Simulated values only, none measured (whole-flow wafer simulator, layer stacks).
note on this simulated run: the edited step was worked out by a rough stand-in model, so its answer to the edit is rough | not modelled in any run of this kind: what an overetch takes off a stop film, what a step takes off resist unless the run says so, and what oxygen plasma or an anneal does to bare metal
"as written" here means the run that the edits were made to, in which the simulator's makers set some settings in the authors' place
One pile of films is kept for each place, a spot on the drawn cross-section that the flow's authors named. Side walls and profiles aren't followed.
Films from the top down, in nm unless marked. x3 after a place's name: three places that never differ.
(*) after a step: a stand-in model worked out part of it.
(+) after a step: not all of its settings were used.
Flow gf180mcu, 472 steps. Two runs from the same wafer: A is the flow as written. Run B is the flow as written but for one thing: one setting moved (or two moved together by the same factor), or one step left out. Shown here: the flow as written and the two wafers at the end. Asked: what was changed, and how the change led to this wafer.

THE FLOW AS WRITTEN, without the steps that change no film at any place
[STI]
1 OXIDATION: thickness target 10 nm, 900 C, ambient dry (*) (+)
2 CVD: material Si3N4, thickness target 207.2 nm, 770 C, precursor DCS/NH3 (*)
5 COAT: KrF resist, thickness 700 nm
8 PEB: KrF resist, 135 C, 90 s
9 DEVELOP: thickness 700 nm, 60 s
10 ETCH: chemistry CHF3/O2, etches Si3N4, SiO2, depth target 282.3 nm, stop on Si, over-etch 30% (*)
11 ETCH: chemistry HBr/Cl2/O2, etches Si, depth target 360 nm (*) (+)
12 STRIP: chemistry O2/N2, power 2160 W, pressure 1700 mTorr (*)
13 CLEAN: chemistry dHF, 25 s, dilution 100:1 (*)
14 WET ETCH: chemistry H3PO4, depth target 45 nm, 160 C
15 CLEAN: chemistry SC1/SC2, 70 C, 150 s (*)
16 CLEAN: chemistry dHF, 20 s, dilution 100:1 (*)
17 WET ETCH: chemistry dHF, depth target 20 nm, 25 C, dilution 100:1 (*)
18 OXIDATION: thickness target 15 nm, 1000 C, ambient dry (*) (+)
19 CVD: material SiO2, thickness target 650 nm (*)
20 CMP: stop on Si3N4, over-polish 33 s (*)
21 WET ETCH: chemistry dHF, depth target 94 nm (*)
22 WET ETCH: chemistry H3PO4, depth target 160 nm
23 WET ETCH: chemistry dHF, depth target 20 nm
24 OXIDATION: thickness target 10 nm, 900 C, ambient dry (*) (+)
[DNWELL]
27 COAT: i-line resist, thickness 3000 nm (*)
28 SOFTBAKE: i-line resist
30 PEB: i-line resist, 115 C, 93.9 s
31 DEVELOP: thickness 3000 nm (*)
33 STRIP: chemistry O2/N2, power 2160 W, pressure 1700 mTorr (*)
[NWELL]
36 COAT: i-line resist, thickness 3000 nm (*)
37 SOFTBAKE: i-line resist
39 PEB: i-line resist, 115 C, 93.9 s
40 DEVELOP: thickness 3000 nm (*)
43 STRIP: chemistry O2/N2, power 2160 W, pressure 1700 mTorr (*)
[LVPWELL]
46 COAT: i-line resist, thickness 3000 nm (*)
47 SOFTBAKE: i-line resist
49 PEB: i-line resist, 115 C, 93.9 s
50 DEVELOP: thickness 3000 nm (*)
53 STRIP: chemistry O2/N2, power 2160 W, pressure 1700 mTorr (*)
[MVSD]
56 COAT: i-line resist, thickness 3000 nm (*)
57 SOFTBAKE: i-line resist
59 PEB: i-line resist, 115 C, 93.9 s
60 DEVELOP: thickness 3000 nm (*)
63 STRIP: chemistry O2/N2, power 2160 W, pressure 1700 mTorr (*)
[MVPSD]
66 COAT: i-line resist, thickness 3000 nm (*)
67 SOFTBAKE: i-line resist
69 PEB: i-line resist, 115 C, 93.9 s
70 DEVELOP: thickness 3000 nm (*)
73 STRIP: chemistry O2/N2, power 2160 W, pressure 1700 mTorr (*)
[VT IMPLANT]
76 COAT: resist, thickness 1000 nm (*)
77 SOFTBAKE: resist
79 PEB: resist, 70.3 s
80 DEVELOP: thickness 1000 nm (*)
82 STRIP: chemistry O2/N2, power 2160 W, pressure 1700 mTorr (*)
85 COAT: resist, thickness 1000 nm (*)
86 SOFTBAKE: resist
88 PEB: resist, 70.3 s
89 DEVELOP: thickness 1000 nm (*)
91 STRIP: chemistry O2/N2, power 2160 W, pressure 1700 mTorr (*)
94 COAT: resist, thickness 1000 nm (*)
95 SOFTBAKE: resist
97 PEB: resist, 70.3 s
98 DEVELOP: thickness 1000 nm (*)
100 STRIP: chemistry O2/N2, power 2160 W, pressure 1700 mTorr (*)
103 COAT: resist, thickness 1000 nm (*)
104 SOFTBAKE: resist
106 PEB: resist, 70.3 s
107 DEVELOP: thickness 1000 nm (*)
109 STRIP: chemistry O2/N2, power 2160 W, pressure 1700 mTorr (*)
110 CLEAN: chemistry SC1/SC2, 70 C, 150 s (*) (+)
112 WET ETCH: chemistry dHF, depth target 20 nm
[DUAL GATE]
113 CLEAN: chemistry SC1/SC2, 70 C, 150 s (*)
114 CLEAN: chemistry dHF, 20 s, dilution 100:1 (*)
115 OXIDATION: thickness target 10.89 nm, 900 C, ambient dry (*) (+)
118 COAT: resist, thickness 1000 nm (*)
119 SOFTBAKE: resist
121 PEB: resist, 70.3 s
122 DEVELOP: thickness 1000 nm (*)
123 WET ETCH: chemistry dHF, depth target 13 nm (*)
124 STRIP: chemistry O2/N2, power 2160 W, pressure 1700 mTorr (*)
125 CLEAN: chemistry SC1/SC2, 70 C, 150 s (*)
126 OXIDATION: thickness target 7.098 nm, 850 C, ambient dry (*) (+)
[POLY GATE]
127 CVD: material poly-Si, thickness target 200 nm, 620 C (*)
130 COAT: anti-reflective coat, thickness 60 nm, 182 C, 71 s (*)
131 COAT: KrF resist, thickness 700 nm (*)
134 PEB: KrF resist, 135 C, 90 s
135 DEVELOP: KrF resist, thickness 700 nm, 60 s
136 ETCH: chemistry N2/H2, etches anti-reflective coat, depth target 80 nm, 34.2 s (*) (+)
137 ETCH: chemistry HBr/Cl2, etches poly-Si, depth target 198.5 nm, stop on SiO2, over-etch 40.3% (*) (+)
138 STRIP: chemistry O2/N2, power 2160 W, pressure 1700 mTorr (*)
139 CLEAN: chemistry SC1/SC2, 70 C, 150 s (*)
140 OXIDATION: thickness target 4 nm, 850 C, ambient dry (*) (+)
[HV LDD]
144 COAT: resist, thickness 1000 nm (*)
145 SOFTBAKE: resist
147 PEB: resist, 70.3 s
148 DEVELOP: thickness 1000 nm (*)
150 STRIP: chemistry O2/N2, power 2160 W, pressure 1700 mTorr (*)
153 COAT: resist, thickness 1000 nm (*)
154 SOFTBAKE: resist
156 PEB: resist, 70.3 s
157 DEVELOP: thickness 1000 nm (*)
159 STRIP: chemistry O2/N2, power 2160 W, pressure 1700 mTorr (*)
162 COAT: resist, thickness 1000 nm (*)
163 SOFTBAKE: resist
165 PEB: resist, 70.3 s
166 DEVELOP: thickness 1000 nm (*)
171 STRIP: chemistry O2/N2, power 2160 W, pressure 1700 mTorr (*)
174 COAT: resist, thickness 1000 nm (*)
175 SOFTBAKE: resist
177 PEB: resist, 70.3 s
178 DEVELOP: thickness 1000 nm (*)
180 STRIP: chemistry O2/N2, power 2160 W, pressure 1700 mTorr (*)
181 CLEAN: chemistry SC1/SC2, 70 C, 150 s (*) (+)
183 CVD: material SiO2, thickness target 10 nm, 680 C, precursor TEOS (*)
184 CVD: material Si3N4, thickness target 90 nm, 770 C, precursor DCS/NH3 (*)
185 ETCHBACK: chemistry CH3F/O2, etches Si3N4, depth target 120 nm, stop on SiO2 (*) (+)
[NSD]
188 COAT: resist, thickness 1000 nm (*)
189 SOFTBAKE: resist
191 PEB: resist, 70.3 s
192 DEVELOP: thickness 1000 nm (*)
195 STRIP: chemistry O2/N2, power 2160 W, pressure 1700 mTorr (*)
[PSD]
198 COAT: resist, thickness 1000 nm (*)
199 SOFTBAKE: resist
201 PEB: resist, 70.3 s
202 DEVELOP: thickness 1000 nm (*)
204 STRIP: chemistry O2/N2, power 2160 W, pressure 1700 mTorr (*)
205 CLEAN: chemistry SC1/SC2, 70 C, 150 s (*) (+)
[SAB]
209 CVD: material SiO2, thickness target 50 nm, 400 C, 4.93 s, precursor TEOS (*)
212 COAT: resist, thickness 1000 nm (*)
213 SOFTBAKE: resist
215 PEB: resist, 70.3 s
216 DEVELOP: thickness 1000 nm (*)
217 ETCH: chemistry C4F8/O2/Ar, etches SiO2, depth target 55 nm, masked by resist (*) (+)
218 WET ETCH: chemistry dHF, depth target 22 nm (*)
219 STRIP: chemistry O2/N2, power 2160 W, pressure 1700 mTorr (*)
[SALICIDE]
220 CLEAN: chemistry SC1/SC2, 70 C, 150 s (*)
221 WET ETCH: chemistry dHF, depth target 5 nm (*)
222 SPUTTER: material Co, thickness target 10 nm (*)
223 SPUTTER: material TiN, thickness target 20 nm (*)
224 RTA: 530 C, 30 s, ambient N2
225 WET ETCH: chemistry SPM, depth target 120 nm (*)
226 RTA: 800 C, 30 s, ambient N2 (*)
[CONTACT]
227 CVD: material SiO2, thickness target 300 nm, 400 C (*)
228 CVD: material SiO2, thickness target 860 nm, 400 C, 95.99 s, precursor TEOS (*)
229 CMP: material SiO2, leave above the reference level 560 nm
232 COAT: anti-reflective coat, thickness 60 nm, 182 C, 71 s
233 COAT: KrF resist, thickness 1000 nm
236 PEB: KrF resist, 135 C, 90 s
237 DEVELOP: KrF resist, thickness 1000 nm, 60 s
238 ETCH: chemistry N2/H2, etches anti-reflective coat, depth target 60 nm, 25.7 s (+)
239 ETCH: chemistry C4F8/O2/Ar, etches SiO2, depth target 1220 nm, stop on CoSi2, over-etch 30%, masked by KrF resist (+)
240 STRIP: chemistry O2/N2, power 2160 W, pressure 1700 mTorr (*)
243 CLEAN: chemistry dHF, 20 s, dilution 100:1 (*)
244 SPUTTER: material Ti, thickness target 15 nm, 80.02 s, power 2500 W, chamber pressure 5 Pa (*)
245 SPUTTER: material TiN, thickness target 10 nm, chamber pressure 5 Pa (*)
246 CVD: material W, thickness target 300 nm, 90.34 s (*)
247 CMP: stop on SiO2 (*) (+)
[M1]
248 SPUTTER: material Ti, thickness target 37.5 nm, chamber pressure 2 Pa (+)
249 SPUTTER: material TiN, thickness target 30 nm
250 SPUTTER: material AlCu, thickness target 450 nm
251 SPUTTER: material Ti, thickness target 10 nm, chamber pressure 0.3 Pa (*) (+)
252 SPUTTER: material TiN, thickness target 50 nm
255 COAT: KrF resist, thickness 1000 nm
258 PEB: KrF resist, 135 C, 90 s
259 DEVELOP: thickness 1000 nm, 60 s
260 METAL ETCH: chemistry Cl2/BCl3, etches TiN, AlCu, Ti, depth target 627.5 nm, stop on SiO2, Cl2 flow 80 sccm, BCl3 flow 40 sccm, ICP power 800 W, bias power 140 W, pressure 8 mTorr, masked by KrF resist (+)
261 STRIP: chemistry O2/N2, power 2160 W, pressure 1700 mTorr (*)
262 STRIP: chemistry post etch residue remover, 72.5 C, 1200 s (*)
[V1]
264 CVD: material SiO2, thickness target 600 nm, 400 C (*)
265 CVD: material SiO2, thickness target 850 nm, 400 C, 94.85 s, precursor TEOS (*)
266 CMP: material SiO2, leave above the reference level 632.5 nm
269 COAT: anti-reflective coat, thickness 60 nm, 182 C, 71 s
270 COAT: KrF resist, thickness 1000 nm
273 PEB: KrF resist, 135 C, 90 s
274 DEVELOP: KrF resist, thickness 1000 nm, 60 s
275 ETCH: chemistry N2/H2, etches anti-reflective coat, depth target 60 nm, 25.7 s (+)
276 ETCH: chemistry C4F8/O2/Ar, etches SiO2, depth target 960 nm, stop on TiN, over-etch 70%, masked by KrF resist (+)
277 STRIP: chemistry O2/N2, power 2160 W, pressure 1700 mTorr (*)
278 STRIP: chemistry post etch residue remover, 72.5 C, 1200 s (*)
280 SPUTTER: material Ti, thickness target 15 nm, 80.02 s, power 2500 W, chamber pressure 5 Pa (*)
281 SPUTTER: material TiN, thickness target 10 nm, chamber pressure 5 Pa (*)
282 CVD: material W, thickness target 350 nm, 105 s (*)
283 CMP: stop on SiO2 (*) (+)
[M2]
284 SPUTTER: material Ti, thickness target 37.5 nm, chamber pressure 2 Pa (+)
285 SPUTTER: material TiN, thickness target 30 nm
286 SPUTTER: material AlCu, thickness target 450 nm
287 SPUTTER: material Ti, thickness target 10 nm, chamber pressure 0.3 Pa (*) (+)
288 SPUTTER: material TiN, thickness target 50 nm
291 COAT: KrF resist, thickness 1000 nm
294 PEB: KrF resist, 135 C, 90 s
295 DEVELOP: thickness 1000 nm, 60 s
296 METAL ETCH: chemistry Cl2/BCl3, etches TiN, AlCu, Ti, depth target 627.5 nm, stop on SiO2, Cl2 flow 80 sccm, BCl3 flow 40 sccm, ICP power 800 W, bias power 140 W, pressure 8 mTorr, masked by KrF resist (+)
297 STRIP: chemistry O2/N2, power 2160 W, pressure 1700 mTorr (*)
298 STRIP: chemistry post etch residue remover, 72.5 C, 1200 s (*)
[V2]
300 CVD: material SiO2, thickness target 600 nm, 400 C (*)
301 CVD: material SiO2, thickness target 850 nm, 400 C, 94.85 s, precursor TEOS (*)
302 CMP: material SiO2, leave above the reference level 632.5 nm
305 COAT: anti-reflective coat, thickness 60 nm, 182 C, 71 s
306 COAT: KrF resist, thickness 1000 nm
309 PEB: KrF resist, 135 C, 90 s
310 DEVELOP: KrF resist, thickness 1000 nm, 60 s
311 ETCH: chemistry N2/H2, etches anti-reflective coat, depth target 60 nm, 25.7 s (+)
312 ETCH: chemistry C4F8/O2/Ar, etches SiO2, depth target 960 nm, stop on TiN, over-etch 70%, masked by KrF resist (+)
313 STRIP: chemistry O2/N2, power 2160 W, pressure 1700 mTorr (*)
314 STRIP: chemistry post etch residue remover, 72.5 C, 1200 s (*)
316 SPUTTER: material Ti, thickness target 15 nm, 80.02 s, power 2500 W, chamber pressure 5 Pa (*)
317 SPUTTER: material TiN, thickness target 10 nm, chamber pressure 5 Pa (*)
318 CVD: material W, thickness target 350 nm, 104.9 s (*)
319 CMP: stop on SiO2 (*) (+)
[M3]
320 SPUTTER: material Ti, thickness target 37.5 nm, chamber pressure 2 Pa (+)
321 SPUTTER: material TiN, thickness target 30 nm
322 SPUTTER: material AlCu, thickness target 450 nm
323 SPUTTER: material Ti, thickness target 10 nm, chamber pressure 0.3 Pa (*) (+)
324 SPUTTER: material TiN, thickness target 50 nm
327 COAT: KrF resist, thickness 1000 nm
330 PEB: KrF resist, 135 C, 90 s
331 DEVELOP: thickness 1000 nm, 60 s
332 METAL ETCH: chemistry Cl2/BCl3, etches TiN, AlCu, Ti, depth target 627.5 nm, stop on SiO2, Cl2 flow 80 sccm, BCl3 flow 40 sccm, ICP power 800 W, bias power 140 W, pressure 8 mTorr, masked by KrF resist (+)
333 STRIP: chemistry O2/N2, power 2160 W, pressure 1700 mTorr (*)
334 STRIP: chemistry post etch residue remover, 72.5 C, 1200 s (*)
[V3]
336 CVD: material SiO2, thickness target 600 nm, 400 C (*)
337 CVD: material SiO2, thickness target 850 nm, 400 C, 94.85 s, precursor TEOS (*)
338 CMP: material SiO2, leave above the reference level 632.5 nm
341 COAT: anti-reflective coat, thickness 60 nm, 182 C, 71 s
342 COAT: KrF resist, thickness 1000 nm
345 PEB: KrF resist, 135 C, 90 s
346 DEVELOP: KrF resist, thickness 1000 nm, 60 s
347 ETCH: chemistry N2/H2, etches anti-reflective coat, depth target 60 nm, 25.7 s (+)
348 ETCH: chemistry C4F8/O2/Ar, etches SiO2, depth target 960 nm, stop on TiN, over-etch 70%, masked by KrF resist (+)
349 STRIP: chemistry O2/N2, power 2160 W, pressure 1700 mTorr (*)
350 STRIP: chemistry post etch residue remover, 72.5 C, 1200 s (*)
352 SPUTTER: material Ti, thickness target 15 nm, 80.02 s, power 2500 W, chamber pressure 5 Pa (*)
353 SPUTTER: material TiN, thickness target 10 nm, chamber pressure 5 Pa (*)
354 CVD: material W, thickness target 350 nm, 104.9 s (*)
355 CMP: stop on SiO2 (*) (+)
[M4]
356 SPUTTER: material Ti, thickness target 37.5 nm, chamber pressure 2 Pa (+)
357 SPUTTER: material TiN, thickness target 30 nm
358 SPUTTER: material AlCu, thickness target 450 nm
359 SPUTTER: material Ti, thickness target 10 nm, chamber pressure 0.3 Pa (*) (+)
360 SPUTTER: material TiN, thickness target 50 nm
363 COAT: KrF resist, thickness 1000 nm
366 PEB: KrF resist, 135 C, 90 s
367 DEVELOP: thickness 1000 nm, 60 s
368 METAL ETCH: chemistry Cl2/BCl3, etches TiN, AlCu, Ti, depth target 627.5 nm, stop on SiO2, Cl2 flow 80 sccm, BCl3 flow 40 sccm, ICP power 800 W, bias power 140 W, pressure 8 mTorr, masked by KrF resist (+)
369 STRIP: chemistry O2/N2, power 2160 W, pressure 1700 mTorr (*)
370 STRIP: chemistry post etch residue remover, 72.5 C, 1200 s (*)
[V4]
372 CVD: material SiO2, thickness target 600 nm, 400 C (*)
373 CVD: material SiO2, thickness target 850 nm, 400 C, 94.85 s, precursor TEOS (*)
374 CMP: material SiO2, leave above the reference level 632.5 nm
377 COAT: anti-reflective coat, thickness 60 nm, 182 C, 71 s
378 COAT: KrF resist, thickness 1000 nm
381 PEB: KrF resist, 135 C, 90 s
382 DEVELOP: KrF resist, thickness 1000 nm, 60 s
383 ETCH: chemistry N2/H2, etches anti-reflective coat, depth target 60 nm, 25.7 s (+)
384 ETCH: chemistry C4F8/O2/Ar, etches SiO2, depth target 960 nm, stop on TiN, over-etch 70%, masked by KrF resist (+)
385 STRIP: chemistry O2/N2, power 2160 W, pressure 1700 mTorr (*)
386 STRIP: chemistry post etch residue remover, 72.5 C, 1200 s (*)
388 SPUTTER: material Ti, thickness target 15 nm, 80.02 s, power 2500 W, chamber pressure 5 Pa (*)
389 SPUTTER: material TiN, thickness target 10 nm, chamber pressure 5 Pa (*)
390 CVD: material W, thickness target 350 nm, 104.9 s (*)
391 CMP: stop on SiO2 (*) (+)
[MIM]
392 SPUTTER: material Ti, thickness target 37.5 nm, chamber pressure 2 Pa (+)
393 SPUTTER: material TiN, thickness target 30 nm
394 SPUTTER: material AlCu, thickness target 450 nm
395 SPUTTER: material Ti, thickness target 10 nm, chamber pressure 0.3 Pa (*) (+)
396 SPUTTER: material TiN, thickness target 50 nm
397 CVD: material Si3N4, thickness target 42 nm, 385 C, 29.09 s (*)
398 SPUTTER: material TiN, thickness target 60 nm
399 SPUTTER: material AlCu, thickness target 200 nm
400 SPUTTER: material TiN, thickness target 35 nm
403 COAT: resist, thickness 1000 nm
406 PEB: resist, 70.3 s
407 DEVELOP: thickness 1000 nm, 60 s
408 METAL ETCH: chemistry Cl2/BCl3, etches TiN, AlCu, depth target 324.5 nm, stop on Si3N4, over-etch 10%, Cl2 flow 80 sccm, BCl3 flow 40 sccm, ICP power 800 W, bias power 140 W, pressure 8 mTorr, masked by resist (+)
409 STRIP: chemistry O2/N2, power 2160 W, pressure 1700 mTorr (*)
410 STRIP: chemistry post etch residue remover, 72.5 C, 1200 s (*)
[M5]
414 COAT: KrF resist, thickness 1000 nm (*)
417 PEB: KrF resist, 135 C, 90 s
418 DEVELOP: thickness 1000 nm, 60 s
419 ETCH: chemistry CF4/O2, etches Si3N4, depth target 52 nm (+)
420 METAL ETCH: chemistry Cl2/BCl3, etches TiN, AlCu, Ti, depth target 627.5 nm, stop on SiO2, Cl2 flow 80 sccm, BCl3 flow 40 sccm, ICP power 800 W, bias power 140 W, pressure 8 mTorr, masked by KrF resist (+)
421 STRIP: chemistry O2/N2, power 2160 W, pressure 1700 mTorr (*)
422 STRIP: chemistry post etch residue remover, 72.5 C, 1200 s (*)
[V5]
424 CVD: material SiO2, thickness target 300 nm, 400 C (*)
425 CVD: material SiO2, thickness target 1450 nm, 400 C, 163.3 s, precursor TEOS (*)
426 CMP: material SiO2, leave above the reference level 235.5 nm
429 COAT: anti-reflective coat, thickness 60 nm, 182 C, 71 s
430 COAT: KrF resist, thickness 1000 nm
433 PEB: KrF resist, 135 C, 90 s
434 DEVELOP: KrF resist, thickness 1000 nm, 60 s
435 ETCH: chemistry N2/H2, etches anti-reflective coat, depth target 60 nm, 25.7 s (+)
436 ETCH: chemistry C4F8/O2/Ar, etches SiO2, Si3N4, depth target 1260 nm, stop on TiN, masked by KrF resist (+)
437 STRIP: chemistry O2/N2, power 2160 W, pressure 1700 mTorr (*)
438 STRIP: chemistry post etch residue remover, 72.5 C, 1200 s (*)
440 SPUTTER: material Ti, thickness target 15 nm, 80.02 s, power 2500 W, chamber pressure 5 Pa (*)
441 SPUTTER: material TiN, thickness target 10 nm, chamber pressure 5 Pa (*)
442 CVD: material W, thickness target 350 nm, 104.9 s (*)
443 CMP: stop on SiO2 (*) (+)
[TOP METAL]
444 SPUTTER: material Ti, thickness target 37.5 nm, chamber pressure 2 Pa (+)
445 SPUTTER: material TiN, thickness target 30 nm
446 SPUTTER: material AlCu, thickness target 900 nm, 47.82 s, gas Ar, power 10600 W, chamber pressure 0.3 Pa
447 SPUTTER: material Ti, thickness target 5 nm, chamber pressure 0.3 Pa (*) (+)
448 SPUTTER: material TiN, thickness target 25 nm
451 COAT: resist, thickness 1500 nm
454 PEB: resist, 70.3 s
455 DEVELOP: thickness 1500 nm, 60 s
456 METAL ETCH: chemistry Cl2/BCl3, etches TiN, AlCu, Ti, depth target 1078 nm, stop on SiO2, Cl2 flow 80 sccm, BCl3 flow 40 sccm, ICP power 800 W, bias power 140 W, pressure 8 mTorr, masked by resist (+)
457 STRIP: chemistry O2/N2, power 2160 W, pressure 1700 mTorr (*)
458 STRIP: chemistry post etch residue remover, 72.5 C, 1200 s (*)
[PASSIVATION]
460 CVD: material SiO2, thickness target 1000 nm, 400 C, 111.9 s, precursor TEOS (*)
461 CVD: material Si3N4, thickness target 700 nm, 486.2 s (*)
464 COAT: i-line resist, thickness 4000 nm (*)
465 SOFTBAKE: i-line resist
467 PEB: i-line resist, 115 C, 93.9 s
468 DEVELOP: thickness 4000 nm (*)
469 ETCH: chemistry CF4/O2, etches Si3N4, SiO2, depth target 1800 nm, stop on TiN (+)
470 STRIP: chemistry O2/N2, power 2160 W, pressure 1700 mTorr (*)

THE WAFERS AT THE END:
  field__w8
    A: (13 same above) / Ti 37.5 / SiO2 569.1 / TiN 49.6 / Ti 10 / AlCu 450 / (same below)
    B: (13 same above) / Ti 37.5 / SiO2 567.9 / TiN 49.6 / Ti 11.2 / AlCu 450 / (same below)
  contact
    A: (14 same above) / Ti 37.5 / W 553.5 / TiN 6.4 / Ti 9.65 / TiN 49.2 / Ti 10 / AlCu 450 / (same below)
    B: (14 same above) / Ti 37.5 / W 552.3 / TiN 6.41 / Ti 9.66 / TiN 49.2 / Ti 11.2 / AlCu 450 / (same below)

The cause: step 359, SPUTTER: thickness target 11.2 nm was run, where the flow has thickness target 10 nm.
It can be read off the wafer: field__w8 has Ti 11.2, and step 359 as written asks for 10 nm.

How the change led to this, step by step:
  359 SPUTTER: material Ti, thickness target 10 nm, chamber pressure 0.3 Pa (*) (+)
      field, field__w1, field__w2 and 108 more: A Ti +10 (new film) | B Ti +11.2 (new film)
  368 METAL ETCH: chemistry Cl2/BCl3, etches TiN, AlCu, Ti, depth target 627.5 nm, stop on SiO2, Cl2 flow 80 sccm, BCl3 flow 40 sccm, ICP power 800 W, bias power 140 W, pressure 8 mTorr, masked by KrF resist (+)
      field, field__w1, field__w2 and 103 more: A TiN -50 (all of it), Ti -10 (all of it), AlCu -450 (all of it), TiN -30 (all of it), Ti -37.5 (all of it) | B TiN -50 (all of it), Ti -11.2 (all of it), AlCu -450 (all of it), TiN -30 (all of it), Ti -37.5 (all of it)
